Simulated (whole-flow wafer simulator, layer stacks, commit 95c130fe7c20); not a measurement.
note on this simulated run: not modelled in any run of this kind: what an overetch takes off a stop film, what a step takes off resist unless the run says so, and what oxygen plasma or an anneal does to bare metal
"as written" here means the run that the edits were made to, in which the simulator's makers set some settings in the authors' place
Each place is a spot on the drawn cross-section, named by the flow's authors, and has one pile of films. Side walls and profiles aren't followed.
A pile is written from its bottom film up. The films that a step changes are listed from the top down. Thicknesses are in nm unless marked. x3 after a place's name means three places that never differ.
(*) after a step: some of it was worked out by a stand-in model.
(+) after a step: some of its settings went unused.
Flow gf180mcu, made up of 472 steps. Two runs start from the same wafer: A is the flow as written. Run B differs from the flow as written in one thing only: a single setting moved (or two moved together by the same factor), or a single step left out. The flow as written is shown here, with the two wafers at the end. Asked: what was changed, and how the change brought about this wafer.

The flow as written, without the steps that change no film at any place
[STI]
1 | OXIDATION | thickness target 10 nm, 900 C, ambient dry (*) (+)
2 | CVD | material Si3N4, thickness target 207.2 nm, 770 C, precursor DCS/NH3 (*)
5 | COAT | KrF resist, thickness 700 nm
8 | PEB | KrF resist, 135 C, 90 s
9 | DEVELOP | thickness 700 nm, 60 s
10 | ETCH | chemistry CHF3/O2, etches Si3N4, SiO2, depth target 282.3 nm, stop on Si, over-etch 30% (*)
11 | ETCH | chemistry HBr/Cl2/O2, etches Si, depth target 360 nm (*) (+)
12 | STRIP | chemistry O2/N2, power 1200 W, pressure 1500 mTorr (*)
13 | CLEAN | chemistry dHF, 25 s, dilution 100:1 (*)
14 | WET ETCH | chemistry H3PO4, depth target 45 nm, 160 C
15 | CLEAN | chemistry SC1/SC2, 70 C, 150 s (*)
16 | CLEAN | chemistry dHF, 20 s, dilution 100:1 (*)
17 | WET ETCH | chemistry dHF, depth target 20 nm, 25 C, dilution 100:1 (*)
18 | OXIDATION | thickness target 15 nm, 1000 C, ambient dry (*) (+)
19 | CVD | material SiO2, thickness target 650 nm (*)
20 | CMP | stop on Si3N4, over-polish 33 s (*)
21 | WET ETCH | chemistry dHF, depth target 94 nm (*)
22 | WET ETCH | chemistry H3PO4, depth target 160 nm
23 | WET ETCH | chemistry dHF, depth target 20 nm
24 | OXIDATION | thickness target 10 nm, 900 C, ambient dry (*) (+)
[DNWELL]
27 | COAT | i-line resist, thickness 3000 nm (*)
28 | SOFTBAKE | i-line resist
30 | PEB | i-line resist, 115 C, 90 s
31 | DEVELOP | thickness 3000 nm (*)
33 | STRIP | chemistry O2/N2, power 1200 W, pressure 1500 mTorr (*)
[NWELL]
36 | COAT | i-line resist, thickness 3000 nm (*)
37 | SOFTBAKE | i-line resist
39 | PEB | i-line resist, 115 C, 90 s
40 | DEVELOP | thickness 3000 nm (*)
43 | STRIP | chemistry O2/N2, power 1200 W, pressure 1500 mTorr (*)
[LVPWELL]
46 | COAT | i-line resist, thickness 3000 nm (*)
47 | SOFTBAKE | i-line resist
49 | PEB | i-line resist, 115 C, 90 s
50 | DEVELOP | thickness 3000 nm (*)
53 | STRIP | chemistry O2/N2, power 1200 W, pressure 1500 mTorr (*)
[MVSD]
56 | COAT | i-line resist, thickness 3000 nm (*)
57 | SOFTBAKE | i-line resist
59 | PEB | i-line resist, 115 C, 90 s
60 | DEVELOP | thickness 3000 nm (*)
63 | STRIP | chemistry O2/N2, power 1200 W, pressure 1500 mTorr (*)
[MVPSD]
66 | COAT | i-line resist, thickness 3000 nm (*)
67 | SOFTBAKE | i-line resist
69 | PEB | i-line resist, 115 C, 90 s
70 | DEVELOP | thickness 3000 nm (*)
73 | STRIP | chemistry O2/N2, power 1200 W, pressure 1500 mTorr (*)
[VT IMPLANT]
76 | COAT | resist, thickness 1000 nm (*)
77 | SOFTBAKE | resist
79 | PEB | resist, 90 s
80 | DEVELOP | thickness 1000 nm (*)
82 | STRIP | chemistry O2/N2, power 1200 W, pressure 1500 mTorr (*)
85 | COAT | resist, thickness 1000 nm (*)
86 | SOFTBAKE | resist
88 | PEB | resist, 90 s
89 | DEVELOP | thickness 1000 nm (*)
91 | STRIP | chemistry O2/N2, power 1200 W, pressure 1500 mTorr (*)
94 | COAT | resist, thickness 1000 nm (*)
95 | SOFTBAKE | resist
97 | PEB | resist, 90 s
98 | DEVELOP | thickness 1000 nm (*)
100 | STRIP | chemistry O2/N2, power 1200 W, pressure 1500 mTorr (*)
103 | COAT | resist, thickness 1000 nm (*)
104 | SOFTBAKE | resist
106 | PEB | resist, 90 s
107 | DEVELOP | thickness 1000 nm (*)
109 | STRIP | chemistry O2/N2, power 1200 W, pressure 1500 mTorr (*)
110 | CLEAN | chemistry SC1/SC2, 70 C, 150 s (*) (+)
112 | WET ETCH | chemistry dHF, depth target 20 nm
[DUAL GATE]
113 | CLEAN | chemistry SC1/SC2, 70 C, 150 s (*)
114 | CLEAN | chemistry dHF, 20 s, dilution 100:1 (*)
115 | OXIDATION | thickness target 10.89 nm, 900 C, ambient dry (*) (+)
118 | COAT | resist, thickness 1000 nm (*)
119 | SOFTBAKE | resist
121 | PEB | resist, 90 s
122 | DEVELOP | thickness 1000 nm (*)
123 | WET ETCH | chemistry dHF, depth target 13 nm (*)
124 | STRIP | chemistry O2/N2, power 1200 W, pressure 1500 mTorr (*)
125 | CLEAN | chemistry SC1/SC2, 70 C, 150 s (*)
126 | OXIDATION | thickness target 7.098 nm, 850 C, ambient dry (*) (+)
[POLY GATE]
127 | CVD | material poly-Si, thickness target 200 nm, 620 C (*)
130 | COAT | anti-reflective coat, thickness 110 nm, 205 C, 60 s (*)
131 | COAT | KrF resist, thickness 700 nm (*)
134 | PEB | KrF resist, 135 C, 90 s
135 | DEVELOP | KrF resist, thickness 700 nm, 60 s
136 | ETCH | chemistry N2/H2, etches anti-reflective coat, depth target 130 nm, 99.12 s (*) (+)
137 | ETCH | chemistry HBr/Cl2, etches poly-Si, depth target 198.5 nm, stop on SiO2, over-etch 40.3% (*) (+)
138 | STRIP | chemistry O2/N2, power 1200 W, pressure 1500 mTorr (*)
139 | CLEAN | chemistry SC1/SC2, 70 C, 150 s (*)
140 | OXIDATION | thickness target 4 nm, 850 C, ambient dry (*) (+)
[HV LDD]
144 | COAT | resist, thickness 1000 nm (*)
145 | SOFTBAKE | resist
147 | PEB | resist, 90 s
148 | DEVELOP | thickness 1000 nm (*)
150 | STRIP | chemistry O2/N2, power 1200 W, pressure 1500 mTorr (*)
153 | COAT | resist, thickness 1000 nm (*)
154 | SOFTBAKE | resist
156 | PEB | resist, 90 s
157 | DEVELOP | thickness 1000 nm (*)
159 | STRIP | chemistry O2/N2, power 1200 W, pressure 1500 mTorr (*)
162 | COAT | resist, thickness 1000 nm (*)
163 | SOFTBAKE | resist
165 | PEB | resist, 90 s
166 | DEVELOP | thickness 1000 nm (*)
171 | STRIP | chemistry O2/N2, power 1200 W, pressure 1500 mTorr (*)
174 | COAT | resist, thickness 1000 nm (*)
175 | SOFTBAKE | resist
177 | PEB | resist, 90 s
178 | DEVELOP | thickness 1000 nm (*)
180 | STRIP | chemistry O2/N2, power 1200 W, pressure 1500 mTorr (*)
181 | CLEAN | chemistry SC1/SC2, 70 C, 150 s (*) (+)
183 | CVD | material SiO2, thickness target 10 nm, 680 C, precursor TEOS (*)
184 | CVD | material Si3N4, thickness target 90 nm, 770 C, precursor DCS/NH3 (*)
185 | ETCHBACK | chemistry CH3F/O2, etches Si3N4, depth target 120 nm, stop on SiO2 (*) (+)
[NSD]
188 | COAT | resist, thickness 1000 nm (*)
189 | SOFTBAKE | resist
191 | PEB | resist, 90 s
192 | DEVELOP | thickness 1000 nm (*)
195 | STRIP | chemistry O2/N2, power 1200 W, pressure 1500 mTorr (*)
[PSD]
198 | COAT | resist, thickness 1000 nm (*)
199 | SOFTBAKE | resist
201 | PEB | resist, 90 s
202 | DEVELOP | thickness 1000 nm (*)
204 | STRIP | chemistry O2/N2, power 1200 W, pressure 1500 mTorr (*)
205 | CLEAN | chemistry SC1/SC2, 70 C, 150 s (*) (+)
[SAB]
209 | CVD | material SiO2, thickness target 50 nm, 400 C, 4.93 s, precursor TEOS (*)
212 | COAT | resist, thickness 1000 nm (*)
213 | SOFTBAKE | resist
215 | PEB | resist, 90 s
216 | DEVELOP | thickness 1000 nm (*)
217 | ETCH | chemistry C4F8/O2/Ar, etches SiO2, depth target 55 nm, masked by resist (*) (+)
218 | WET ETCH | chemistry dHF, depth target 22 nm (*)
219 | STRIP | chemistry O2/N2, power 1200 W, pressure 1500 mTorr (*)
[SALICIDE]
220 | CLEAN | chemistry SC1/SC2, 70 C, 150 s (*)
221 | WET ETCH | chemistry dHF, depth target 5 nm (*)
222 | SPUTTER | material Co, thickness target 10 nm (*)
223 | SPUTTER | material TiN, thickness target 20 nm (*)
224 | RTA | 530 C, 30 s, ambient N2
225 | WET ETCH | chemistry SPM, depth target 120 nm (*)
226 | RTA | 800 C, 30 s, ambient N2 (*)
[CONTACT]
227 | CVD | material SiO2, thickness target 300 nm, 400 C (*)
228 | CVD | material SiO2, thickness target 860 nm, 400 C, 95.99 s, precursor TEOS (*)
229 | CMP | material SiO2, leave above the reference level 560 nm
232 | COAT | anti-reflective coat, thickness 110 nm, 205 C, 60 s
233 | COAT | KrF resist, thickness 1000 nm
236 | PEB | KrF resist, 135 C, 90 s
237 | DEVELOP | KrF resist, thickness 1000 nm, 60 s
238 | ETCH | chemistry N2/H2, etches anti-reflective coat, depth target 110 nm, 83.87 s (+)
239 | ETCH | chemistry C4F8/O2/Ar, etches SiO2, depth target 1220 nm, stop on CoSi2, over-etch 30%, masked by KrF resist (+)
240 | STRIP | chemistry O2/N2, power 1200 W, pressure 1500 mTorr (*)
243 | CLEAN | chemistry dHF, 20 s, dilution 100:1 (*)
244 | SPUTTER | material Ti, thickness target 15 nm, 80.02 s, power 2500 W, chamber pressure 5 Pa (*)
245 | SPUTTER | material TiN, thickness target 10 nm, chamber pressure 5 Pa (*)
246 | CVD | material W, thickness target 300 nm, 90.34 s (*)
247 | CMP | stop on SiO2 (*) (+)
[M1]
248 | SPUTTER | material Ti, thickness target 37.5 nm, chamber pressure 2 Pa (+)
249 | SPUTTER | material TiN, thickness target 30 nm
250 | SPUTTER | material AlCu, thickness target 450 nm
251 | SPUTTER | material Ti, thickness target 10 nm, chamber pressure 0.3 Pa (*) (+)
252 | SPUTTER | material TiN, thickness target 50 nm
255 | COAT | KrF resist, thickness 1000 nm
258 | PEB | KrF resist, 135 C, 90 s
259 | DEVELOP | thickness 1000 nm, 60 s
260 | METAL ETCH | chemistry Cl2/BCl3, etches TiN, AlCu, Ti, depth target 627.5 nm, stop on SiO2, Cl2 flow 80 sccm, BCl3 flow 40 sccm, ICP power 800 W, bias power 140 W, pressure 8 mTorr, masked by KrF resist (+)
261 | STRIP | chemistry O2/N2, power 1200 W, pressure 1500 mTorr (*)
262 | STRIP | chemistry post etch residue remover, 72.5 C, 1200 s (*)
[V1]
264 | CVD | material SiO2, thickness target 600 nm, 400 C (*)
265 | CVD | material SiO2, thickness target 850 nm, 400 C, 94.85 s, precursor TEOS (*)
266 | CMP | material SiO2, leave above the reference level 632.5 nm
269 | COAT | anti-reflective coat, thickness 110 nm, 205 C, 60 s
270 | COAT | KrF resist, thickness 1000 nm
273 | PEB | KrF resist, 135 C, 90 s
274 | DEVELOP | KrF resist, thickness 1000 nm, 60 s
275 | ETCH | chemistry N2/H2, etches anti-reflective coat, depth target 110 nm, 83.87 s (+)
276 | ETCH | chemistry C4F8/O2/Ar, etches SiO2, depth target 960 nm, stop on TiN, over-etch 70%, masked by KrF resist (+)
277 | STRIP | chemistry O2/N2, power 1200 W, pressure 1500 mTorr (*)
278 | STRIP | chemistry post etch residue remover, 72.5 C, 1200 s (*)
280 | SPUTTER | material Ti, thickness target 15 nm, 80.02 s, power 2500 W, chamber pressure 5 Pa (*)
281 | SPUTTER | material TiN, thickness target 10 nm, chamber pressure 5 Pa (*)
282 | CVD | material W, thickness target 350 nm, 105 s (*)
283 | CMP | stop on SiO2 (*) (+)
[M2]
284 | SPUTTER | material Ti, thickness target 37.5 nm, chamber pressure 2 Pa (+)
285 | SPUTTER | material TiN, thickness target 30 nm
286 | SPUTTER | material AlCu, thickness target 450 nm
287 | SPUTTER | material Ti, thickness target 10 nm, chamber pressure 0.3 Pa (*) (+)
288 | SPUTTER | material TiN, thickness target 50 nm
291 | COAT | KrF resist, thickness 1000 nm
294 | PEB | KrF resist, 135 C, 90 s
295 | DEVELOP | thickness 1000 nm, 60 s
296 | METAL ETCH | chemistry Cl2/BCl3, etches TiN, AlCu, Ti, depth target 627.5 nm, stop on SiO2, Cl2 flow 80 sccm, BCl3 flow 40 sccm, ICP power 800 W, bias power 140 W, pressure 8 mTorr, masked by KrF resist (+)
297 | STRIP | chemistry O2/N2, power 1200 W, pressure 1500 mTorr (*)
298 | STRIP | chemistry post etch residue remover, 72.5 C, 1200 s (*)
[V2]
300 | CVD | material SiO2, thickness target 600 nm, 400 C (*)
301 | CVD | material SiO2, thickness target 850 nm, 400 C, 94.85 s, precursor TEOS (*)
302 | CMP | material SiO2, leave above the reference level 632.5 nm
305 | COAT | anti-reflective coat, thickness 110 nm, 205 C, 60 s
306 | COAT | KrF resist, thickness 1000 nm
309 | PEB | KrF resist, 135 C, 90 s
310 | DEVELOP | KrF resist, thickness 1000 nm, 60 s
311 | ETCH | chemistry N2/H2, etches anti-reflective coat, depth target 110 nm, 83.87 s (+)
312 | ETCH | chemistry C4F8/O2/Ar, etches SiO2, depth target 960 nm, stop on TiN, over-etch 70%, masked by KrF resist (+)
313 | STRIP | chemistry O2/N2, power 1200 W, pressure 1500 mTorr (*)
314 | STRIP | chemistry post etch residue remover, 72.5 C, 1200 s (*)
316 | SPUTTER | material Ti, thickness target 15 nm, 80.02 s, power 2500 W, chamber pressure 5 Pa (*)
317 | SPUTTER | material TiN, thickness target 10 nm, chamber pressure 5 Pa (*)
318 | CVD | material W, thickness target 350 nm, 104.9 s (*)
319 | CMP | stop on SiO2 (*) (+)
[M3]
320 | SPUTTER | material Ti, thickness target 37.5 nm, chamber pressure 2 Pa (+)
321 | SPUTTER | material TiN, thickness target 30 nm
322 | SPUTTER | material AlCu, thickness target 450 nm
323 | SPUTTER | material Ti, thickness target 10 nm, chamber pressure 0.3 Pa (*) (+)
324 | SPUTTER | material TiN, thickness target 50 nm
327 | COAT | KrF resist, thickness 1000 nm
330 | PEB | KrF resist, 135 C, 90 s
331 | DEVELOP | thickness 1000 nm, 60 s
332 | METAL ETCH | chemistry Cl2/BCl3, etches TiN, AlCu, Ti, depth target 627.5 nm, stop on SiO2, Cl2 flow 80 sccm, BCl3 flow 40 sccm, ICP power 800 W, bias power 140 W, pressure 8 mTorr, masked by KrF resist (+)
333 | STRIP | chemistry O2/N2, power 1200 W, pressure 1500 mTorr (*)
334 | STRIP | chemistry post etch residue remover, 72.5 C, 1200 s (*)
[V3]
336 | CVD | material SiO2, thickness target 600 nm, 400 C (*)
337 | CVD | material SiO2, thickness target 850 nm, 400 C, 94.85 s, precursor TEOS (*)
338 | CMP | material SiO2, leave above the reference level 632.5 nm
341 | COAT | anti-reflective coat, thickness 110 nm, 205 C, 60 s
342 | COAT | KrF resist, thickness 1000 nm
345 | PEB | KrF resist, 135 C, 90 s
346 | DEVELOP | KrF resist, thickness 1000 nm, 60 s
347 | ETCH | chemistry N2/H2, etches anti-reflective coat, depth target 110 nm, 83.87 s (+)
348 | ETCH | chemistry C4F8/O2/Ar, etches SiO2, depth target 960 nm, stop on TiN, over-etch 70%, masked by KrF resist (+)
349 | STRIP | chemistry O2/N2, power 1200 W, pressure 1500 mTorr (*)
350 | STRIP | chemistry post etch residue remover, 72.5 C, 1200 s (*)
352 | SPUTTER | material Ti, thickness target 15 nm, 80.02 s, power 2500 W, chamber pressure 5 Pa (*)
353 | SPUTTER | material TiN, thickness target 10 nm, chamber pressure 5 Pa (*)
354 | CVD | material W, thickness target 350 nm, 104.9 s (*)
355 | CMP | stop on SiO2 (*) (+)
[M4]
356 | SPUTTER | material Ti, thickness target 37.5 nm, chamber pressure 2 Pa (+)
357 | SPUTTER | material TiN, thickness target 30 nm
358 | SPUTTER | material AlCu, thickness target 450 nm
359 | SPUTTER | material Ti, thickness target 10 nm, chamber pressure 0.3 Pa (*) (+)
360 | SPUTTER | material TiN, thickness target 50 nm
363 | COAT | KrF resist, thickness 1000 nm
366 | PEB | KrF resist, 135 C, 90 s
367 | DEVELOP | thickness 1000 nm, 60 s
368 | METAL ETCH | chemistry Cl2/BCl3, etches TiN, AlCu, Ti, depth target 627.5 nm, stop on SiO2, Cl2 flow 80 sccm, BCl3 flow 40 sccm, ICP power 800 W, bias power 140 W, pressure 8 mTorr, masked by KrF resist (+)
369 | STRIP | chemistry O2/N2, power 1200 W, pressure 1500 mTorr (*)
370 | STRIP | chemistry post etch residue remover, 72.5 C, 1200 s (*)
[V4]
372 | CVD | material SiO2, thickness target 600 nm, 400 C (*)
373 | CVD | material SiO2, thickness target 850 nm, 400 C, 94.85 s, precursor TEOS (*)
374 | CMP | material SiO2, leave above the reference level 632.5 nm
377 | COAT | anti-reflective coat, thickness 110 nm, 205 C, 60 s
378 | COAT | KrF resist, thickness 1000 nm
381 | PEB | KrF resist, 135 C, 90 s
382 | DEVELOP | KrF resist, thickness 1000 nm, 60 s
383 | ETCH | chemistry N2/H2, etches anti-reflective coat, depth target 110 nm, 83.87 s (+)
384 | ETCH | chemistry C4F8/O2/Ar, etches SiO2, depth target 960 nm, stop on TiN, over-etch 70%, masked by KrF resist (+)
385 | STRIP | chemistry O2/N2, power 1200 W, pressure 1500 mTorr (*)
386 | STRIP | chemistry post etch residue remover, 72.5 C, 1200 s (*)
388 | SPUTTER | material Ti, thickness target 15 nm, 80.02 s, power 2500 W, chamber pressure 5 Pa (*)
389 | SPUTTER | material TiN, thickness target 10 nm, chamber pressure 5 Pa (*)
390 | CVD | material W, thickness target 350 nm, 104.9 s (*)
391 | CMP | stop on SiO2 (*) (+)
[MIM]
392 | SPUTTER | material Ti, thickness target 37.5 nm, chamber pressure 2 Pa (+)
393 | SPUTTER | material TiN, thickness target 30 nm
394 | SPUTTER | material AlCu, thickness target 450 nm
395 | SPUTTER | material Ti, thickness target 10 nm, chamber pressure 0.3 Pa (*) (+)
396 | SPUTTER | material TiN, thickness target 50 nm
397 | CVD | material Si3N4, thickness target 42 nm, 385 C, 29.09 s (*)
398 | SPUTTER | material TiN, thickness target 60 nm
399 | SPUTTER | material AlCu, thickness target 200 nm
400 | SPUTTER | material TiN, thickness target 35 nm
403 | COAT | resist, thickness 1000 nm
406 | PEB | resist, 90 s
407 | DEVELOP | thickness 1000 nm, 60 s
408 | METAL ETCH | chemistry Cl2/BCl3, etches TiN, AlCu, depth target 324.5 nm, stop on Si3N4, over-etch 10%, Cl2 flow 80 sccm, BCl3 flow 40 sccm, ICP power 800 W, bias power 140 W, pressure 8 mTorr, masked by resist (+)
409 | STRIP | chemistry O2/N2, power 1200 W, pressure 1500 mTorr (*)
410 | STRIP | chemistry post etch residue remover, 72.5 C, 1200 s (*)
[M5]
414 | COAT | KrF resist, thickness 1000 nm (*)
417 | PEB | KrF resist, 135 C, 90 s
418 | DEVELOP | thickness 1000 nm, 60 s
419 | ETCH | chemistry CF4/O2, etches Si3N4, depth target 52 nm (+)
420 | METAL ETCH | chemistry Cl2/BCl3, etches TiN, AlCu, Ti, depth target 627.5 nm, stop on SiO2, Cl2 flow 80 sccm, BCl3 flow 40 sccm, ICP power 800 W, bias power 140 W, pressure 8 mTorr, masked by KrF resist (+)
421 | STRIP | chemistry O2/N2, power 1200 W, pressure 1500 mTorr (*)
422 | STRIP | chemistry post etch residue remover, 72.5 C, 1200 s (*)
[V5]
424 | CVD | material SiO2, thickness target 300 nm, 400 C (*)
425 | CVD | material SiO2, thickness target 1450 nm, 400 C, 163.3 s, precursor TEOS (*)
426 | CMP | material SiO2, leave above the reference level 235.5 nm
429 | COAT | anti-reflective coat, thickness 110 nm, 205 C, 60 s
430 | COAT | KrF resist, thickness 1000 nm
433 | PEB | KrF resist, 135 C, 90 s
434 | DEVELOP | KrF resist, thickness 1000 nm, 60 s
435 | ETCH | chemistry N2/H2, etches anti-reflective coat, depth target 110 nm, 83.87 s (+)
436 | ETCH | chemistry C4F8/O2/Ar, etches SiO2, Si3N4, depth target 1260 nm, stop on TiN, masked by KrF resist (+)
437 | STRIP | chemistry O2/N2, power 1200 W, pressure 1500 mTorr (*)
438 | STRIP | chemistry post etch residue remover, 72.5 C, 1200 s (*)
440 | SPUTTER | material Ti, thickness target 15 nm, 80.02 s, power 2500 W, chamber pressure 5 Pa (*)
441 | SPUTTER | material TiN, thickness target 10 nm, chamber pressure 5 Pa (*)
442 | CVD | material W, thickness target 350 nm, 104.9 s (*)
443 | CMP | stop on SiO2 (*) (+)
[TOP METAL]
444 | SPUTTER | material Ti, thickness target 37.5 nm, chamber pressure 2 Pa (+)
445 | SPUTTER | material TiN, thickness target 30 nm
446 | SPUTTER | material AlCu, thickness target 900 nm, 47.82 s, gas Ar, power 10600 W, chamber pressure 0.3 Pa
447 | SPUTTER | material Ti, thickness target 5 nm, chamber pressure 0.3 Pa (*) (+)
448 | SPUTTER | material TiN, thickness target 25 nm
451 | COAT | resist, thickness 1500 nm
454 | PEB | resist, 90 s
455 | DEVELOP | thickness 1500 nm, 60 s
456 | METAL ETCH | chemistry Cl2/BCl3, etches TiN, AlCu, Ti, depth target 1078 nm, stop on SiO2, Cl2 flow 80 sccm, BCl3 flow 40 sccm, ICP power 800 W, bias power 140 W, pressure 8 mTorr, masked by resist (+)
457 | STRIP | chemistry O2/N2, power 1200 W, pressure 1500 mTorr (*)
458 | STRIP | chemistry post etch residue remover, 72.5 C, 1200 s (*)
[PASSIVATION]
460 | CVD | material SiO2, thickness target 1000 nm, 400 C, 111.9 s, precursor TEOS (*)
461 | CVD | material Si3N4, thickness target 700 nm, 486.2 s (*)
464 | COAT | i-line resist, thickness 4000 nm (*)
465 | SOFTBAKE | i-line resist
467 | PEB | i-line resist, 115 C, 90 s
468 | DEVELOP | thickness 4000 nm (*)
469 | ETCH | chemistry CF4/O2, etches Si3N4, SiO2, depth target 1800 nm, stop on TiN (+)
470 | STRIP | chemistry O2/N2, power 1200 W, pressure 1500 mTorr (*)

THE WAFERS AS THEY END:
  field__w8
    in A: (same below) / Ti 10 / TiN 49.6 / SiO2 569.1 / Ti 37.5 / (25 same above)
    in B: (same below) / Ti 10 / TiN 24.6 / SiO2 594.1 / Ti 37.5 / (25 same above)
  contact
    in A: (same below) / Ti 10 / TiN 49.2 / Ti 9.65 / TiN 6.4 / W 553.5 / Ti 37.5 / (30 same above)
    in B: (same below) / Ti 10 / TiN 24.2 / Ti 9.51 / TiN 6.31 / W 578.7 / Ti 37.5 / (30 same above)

Cause: step 288, SPUTTER: thickness target 25 nm was run, whereas the flow has thickness target 50 nm.

Step by step, how the change led to this:
  288 | SPUTTER | material TiN, thickness target 50 nm
      field, field__w1, field__w2 and 108 more: A +50 TiN (new film) | B +25 TiN (new film)
  296 | METAL ETCH | chemistry Cl2/BCl3, etches TiN, AlCu, Ti, depth target 627.5 nm, stop on SiO2, Cl2 flow 80 sccm, BCl3 flow 40 sccm, ICP power 800 W, bias power 140 W, pressure 8 mTorr, masked by KrF resist (+)
      field, field__w1, field__w2 and 103 more: A -50 TiN (all of it), -10 Ti (all of it), -450 AlCu (all of it), -30 TiN (all of it), -37.5 Ti (all of it) | B -25 TiN (all of it), -10 Ti (all of it), -450 AlCu (all of it), -30 TiN (all of it), -37.5 Ti (all of it)
  302 | CMP | material SiO2, leave above the reference level 632.5 nm
      field__w8, contact, m1, m1__w1, m1_nw: A -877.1 SiO2 | B -852.1 SiO2
  312 | ETCH | chemistry C4F8/O2/Ar, etches SiO2, depth target 960 nm, stop on TiN, over-etch 70%, masked by KrF resist (+)
      contact: A -572.1 SiO2 (all of it) | B -597.1 SiO2 (all of it)
  318 | CVD | material W, thickness target 350 nm, 104.9 s (*)
      contact: A +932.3 W (new film) | B +957.5 W (new film)
